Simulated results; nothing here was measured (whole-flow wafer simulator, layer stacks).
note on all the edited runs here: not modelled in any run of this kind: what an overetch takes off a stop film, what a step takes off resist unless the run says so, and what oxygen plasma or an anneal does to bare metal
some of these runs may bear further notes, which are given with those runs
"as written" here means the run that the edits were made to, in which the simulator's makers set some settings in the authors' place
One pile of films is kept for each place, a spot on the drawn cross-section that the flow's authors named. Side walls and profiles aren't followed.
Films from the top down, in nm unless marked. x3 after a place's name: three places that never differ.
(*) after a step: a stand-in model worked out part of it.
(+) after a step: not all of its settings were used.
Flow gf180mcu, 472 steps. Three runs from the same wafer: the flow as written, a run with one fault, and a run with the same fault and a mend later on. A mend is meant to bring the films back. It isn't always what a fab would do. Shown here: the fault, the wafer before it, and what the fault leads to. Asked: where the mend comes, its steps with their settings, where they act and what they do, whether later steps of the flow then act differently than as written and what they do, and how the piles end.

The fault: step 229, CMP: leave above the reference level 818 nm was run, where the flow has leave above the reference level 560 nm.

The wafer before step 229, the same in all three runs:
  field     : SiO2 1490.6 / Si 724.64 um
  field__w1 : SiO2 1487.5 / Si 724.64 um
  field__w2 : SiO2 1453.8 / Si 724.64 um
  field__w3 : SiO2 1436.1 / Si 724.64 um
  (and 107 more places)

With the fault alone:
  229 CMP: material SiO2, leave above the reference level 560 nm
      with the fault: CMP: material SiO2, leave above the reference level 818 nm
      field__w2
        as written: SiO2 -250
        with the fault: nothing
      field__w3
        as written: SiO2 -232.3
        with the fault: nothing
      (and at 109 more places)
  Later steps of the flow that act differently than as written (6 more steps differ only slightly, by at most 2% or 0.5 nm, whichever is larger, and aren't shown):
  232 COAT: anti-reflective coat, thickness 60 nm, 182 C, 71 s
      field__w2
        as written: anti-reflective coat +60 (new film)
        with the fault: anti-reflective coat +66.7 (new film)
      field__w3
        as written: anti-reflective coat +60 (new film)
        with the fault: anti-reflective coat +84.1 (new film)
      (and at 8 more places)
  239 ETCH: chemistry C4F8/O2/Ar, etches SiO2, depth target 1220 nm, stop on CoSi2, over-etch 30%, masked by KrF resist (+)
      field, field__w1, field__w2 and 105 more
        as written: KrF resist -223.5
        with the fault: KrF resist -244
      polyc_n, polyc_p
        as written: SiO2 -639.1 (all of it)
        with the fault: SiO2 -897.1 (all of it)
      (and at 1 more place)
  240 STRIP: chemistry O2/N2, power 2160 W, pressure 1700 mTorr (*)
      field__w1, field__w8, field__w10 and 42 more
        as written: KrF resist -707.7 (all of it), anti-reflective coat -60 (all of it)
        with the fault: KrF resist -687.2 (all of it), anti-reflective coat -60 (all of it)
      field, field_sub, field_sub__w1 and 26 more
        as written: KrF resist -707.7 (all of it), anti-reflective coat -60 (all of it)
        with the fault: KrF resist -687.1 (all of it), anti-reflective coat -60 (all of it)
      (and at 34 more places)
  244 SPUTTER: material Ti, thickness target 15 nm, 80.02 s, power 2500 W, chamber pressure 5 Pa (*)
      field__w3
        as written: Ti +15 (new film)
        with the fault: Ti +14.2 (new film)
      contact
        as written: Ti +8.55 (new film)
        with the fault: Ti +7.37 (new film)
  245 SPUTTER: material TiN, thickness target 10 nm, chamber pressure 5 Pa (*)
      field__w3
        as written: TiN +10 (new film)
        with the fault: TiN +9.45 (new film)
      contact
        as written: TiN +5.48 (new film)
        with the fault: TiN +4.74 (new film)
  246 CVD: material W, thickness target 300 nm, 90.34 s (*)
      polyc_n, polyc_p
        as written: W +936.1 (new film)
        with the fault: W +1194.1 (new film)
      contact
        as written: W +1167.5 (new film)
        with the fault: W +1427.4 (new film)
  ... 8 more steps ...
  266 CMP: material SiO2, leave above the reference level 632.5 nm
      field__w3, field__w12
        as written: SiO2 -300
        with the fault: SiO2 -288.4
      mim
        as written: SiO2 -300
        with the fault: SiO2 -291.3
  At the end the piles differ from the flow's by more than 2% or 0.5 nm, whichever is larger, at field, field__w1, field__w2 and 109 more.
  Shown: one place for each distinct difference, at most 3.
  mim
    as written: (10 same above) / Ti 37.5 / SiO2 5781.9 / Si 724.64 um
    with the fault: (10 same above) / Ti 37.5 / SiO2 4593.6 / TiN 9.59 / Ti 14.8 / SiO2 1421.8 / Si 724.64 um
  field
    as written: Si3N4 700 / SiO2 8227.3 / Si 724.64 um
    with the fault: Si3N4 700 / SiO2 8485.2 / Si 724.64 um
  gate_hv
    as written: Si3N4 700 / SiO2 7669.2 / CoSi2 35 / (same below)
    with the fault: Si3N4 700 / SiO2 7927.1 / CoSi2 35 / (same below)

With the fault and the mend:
  The mend comes after step 229.
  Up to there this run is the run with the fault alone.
  229a CMP: material SiO2, leave above the reference level 560 nm (the flow's step 229 once more)
      field, field__w1, field__w5 and 104 more
        SiO2 -258
      field__w2
        SiO2 -250
      field__w3
        SiO2 -232.3
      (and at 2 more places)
  No later step of the flow acts differently than as written at any place that is followed.
  At the end the piles are the same as the flow's at every place that both follow.
